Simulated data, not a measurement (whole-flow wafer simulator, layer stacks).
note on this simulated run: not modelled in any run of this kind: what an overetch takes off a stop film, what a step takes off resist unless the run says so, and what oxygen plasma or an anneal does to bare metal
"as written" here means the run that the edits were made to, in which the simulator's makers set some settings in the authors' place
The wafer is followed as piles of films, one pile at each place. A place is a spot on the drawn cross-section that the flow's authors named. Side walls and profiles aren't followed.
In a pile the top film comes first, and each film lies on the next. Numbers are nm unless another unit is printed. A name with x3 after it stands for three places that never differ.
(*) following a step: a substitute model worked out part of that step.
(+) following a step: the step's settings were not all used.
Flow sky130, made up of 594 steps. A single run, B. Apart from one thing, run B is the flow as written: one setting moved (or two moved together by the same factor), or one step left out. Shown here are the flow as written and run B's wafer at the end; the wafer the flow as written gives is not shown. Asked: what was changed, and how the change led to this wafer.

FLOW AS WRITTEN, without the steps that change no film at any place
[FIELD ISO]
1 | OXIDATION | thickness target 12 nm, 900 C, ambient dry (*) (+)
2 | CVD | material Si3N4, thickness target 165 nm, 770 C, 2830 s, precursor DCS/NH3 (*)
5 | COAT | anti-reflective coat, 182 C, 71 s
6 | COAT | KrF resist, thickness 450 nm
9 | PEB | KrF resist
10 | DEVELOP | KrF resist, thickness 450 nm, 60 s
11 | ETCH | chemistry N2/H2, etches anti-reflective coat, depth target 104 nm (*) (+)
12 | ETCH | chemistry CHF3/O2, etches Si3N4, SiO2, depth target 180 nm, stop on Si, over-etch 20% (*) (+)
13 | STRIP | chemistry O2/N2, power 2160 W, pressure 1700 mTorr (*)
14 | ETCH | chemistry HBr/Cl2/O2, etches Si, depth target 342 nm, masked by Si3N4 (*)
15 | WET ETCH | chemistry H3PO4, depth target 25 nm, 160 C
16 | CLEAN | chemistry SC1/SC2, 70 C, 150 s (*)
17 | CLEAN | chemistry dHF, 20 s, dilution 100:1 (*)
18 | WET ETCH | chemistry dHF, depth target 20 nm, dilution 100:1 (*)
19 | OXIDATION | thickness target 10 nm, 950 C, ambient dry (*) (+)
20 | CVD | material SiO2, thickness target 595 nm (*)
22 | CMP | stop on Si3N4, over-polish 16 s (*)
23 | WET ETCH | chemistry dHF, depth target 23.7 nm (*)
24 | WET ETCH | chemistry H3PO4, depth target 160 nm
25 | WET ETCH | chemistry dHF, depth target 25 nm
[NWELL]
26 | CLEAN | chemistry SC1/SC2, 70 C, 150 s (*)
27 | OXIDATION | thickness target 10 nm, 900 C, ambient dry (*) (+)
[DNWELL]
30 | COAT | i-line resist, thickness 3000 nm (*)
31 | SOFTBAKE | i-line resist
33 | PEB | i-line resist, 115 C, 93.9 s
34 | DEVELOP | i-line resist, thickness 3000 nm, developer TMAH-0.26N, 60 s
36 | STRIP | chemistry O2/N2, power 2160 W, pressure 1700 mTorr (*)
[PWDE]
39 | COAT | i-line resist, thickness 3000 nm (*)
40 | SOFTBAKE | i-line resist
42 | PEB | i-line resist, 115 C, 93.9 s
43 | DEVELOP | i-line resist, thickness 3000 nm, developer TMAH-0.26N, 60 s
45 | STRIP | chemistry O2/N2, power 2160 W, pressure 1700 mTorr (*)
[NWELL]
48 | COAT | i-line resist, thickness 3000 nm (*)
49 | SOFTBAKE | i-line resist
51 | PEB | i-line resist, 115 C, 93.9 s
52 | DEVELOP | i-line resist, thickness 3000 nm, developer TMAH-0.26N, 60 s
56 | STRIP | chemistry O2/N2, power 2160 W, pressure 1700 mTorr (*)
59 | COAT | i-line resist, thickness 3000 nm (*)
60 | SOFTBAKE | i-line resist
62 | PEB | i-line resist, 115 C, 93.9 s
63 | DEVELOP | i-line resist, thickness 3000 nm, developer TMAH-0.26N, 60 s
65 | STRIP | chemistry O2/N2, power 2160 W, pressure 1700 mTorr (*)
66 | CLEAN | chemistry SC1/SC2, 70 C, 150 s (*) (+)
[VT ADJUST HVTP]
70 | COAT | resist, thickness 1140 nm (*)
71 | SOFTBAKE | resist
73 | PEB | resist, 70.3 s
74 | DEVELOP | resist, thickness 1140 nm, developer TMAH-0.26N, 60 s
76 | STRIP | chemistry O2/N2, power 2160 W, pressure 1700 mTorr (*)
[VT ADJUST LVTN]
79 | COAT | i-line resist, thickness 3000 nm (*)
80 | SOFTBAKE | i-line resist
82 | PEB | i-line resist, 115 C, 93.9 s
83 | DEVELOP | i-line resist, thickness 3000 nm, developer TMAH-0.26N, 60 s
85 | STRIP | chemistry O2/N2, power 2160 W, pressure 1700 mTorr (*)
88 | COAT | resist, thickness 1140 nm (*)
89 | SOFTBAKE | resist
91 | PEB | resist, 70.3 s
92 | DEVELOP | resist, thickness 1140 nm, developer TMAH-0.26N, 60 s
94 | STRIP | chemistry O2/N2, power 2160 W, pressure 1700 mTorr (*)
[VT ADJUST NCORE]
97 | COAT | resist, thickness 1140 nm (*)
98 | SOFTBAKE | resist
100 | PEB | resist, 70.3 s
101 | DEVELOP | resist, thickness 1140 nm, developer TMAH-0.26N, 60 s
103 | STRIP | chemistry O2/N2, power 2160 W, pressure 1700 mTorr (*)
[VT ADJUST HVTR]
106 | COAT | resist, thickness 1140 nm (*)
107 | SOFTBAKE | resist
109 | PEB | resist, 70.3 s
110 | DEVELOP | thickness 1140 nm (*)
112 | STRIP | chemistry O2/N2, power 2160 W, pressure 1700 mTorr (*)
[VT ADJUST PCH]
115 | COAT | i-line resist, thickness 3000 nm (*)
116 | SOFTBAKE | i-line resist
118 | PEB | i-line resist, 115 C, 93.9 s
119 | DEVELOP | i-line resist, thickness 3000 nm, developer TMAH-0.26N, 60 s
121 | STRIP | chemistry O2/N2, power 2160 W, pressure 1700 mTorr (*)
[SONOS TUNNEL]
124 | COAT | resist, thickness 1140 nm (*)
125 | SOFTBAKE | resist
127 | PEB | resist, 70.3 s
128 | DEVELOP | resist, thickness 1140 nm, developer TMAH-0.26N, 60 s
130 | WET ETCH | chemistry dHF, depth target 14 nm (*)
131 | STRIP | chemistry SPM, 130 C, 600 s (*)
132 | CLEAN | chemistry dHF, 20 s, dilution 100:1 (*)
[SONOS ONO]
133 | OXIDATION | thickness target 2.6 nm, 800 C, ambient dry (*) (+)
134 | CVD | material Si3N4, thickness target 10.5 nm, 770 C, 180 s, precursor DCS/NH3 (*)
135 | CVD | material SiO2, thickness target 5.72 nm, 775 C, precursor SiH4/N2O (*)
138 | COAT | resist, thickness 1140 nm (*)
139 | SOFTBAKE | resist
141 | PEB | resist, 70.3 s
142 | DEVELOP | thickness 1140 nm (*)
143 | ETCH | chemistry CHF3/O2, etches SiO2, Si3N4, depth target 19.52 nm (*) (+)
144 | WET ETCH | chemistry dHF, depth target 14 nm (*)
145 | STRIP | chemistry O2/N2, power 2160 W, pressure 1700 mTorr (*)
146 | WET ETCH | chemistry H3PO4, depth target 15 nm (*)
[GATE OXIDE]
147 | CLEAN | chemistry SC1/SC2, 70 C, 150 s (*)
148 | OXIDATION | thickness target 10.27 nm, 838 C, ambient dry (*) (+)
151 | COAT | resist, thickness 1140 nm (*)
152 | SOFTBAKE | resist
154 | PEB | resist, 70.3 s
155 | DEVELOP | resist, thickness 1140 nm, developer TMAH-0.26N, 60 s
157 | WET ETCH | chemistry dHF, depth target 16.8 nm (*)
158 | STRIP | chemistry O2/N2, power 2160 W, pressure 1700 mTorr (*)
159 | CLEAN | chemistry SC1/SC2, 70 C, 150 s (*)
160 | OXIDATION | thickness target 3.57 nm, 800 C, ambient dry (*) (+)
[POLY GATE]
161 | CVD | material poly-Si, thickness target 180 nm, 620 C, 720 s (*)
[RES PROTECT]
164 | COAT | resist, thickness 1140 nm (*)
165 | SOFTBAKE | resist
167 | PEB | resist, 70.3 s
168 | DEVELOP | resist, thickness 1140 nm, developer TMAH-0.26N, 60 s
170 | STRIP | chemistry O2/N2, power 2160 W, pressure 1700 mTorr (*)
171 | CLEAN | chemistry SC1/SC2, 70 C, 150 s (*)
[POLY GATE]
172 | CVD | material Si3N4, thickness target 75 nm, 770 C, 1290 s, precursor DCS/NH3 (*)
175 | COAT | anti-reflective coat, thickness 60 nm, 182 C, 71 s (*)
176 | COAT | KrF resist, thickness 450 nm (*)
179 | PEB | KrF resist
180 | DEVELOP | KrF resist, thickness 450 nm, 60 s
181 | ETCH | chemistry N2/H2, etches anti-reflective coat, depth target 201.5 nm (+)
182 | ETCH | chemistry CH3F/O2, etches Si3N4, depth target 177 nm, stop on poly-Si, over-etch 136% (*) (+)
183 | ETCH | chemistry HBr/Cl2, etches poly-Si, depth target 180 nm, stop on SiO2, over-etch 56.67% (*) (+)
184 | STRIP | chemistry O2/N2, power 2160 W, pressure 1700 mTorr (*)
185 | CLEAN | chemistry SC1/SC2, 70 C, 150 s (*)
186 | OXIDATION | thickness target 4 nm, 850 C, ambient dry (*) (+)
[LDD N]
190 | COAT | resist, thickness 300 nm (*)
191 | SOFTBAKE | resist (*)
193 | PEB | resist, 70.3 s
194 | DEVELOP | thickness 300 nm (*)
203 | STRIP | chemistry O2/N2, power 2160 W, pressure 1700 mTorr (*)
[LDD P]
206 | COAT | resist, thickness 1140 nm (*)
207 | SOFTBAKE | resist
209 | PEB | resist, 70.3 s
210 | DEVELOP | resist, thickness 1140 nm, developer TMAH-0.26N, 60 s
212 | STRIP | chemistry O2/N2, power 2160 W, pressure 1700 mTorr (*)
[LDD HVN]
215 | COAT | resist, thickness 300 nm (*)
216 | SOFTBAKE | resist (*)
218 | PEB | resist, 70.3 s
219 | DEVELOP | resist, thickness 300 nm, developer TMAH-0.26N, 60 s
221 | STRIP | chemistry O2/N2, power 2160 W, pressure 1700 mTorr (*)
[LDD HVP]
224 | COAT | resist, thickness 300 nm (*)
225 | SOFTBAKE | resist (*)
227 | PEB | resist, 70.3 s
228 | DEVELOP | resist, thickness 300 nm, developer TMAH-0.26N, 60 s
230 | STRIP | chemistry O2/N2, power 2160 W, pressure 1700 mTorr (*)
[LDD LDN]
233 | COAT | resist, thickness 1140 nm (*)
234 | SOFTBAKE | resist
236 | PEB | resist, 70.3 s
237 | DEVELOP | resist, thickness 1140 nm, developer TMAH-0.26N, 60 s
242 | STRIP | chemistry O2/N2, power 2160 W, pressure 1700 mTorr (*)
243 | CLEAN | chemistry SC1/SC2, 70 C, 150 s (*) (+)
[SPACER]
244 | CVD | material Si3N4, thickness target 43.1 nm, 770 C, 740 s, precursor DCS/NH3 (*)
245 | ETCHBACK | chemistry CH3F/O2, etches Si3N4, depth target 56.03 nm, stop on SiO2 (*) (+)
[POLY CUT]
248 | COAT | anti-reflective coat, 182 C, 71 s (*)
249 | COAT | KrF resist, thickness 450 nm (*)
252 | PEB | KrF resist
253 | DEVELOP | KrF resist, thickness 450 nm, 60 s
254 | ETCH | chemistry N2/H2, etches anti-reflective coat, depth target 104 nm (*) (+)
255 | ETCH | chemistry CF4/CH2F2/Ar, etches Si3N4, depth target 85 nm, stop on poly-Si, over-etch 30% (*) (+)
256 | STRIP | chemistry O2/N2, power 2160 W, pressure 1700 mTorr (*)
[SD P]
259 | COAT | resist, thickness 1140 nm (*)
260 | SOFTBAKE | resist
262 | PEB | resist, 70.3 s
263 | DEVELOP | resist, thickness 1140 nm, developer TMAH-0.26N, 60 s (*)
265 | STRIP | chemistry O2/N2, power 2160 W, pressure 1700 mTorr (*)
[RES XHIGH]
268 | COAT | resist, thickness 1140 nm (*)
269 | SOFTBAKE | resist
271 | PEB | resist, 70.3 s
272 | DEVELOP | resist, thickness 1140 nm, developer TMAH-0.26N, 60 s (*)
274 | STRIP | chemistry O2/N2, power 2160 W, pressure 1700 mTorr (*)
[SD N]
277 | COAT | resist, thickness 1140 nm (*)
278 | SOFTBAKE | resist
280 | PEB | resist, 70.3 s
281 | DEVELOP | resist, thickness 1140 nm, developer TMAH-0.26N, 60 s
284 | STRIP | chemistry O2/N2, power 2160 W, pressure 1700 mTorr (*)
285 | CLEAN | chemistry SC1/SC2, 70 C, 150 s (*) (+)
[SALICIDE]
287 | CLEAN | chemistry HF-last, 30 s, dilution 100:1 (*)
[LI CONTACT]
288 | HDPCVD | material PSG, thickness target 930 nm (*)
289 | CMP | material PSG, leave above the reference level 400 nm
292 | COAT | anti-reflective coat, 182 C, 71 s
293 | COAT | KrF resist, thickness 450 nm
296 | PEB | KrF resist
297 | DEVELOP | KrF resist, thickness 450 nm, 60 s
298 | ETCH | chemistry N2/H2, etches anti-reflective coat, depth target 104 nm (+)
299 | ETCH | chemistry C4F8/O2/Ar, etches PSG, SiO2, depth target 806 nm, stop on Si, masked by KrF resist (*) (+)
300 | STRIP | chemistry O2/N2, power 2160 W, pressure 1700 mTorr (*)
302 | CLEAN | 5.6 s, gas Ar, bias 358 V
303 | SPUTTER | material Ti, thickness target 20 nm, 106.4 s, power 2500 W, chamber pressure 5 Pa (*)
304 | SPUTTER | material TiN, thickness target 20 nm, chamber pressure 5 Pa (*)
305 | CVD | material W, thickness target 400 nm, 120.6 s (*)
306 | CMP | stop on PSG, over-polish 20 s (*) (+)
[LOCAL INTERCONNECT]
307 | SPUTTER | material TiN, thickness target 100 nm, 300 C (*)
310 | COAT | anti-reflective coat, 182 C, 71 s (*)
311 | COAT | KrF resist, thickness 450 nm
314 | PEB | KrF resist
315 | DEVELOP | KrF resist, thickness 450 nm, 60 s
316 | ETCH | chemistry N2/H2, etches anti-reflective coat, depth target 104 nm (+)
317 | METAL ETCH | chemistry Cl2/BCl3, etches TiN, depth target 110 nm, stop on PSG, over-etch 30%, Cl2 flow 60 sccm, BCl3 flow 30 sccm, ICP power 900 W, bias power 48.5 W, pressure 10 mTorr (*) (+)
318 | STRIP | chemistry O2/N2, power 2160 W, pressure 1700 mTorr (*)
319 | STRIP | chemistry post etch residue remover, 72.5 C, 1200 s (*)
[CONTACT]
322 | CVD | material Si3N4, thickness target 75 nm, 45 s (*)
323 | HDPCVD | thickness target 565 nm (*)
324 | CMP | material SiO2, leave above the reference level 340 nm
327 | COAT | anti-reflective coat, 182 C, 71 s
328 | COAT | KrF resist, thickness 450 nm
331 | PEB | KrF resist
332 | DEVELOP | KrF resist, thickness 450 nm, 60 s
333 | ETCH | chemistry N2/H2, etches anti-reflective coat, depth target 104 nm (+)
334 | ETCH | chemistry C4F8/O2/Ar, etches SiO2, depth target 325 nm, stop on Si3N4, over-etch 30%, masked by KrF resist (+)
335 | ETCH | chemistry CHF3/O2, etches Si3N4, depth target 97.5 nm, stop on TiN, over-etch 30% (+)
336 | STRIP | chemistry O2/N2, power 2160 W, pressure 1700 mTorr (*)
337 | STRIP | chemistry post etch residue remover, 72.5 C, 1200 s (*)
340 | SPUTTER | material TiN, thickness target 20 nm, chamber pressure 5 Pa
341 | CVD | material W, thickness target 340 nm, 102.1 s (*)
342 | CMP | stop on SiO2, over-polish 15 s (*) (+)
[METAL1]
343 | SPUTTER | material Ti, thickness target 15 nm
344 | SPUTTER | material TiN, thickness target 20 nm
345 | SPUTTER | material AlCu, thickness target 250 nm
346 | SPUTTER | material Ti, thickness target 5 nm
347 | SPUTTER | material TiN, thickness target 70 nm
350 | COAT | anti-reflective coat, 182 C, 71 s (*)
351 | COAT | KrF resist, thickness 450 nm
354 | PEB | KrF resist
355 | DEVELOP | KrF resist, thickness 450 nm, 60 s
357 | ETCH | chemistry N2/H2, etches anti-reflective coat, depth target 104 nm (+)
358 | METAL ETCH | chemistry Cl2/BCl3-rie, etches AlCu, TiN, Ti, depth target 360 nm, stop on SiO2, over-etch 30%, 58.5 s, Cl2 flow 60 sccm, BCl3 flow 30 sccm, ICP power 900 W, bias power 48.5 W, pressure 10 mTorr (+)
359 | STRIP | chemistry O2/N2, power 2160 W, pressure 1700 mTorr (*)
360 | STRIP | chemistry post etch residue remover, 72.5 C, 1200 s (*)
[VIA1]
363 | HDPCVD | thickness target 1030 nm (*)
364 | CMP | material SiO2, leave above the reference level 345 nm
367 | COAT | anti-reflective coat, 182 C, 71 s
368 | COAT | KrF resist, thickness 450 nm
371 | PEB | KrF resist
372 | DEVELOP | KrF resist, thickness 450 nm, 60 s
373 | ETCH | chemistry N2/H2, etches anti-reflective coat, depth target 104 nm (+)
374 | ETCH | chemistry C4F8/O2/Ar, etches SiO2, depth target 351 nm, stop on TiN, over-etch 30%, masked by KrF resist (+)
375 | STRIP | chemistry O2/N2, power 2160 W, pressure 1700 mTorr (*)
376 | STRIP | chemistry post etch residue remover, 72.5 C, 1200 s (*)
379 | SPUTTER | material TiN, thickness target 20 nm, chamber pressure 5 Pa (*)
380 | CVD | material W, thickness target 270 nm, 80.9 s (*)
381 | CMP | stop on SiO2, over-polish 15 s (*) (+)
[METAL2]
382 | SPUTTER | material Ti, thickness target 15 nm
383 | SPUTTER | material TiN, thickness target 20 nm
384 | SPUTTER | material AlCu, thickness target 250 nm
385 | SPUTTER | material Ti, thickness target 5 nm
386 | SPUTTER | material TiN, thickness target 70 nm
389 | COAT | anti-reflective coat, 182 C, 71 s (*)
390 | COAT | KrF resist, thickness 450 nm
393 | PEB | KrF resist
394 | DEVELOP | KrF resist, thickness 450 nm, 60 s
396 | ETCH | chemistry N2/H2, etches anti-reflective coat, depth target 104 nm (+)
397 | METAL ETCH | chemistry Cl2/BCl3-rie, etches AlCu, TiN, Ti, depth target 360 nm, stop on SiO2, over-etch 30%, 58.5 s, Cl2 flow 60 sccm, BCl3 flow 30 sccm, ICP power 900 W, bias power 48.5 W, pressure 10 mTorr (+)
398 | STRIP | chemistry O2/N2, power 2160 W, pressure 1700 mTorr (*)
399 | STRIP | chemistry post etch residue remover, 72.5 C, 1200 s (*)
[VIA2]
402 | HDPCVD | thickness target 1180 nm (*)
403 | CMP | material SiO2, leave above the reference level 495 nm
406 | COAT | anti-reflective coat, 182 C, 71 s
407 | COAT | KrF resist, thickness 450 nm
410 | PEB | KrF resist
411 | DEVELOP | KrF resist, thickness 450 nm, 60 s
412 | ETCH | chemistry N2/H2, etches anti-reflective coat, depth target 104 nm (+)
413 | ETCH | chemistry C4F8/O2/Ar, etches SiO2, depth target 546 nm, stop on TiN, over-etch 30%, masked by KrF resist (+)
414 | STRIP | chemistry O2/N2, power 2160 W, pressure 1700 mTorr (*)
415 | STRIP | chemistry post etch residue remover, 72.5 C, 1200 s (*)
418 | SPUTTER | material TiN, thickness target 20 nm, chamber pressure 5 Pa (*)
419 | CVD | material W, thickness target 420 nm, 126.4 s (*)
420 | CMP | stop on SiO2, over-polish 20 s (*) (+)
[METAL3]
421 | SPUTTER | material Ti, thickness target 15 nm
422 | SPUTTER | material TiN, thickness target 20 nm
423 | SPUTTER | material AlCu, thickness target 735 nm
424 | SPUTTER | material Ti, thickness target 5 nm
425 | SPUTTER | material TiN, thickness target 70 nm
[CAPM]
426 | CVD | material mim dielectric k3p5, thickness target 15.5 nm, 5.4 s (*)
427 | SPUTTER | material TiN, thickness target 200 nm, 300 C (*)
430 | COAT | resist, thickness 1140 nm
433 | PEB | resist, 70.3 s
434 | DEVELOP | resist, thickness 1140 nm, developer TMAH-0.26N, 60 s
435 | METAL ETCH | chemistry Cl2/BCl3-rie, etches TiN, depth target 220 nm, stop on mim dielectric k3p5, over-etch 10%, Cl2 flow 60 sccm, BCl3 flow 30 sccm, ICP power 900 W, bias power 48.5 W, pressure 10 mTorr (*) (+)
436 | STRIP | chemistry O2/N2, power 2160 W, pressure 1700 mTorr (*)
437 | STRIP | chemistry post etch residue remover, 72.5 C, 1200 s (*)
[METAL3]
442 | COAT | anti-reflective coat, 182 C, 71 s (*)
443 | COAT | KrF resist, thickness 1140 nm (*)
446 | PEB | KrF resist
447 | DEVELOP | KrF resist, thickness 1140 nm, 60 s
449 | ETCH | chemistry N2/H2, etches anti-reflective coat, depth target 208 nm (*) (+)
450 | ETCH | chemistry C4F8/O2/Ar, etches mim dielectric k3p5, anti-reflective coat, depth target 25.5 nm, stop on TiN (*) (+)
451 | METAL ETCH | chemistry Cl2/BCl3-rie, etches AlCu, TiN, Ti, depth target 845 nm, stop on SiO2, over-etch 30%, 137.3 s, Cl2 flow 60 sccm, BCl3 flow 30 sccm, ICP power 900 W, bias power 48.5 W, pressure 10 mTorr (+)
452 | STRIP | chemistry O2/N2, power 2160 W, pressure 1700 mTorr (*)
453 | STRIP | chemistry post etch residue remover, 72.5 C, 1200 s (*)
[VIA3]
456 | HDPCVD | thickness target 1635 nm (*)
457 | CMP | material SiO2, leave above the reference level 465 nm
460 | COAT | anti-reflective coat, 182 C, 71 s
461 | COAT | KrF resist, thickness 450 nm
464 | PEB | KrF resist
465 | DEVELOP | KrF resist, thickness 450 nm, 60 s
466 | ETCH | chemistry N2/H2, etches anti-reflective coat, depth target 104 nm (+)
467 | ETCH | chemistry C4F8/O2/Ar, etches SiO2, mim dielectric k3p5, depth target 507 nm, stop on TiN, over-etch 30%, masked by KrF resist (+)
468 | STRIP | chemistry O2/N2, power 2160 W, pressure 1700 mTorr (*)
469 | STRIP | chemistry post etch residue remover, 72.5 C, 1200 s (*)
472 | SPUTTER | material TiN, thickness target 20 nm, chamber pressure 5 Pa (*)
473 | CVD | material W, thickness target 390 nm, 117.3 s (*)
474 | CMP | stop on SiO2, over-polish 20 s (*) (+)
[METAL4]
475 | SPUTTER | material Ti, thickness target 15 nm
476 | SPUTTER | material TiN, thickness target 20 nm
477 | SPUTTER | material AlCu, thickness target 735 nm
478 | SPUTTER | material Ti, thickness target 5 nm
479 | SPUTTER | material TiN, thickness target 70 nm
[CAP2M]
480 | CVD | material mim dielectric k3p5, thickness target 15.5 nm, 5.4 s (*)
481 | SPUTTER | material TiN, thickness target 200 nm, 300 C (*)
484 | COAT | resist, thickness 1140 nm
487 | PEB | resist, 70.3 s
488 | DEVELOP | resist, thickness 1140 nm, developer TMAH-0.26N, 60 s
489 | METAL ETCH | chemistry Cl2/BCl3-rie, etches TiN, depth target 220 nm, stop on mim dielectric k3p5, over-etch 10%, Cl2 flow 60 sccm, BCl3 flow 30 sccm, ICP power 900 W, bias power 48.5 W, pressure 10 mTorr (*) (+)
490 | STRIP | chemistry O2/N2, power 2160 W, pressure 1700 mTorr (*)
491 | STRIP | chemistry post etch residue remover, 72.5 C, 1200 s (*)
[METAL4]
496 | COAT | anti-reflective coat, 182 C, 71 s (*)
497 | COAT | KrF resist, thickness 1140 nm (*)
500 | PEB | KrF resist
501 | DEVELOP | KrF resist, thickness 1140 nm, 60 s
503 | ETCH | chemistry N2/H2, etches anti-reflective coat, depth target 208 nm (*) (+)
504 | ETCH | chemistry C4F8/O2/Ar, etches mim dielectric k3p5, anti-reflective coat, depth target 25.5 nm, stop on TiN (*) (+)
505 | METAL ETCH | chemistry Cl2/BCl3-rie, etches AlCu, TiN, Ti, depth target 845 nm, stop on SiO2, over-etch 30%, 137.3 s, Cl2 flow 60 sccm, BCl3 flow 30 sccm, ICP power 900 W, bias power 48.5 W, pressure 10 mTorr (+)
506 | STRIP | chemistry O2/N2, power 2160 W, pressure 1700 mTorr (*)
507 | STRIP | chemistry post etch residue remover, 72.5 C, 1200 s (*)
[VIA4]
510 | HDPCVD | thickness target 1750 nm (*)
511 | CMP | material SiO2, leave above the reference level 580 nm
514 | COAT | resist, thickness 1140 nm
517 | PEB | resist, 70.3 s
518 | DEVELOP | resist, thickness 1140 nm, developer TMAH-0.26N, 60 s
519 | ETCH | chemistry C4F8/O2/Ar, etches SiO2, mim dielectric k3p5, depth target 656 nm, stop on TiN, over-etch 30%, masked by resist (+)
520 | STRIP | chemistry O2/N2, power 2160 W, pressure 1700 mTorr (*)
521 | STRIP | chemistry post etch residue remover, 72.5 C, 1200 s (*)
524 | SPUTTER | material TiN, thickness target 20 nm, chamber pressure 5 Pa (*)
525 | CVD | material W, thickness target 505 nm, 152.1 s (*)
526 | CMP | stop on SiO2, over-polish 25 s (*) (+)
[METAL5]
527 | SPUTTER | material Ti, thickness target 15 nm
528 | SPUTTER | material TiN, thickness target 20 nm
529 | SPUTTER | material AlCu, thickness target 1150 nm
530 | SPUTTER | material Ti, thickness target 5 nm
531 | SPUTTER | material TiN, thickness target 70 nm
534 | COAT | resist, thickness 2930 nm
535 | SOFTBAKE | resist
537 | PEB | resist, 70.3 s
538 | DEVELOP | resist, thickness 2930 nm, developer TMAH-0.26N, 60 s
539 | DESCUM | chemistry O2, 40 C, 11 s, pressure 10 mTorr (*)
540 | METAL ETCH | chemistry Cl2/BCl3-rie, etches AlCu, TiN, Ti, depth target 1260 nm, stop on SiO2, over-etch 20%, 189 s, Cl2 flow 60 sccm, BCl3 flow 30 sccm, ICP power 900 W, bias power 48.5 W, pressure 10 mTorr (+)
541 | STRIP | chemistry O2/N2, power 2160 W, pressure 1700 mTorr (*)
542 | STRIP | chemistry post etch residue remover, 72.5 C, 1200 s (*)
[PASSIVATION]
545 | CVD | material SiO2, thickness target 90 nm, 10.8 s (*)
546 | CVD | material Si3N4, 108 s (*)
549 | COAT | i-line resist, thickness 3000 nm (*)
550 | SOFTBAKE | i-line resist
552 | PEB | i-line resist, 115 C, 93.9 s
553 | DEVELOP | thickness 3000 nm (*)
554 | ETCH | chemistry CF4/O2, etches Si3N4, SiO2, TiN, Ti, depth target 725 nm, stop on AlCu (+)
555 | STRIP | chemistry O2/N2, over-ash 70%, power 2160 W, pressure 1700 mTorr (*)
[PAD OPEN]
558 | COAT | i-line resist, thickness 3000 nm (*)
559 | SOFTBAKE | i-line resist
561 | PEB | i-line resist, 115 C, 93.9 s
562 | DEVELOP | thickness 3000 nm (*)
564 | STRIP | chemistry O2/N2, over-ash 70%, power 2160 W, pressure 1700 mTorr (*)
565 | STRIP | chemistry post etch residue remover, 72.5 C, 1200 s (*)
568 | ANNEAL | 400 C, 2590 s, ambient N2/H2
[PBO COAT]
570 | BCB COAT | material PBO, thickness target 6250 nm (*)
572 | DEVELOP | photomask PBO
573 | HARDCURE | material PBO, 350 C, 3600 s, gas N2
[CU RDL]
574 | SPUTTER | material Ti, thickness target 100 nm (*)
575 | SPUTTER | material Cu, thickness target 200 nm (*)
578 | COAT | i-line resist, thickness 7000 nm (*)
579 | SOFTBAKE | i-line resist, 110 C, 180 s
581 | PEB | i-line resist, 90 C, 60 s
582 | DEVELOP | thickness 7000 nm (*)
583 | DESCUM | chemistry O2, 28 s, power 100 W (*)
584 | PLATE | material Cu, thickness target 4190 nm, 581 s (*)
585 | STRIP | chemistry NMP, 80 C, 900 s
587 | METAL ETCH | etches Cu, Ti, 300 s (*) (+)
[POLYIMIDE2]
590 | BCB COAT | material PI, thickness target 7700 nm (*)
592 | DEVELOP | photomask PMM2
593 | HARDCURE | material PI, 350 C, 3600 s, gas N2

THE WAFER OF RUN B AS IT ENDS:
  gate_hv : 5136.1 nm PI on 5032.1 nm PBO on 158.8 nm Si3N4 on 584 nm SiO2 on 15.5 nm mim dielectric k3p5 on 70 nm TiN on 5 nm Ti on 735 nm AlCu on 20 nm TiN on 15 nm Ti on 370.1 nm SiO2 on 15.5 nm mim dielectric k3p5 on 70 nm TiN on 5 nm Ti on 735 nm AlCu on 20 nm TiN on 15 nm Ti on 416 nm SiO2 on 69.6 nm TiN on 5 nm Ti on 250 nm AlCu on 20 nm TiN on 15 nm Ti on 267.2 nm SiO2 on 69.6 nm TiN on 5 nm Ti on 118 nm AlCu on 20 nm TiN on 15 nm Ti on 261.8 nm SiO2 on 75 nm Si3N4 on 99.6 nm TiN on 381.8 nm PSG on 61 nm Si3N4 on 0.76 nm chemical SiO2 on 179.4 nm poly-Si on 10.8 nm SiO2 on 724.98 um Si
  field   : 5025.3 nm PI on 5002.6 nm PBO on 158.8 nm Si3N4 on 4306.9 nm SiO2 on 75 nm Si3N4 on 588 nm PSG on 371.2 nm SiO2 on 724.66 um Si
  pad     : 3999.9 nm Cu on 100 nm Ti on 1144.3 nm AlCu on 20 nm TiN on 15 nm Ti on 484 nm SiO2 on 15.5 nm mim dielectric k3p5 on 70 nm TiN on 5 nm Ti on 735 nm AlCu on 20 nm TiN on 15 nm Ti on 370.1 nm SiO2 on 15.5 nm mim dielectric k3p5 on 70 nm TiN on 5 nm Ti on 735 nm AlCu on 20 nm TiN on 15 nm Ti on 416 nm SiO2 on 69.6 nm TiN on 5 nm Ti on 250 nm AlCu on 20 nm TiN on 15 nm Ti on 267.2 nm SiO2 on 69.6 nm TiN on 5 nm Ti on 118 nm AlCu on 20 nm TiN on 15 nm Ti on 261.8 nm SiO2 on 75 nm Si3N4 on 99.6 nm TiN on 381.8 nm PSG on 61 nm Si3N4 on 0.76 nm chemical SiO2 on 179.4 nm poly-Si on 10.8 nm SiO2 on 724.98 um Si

The reason: step 345, SPUTTER: thickness target 118 nm was run, while the flow as written has thickness target 250 nm.
The wafer itself shows it: gate_hv has AlCu 118, and step 345 as written asks for 250 nm.

How this came from the change, step by step:
  345 | SPUTTER | material AlCu, thickness target 250 nm
      field, active, n_well and 188 more: AlCu gains 118 (new film) (it would be, as written: AlCu gains 250 (new film))
  358 | METAL ETCH | chemistry Cl2/BCl3-rie, etches AlCu, TiN, Ti, depth target 360 nm, stop on SiO2, over-etch 30%, 58.5 s, Cl2 flow 60 sccm, BCl3 flow 30 sccm, ICP power 900 W, bias power 48.5 W, pressure 10 mTorr (+)
      field, active, gate and 81 more: TiN loses 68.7 (all of it), Ti loses 5 (all of it), AlCu loses 118 (all of it), TiN loses 20 (all of it), Ti loses 15 (all of it), SiO2 loses 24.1 (it would be, as written: TiN loses 68.7 (all of it), Ti loses 5 (all of it), AlCu loses 250 (all of it), TiN loses 20 (all of it), Ti loses 15 (all of it), SiO2 loses 10.9)
  364 | CMP | material SiO2, leave above the reference level 345 nm
      field, active, gate and 81 more: SiO2 loses 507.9 (it would be, as written: SiO2 loses 389.1)
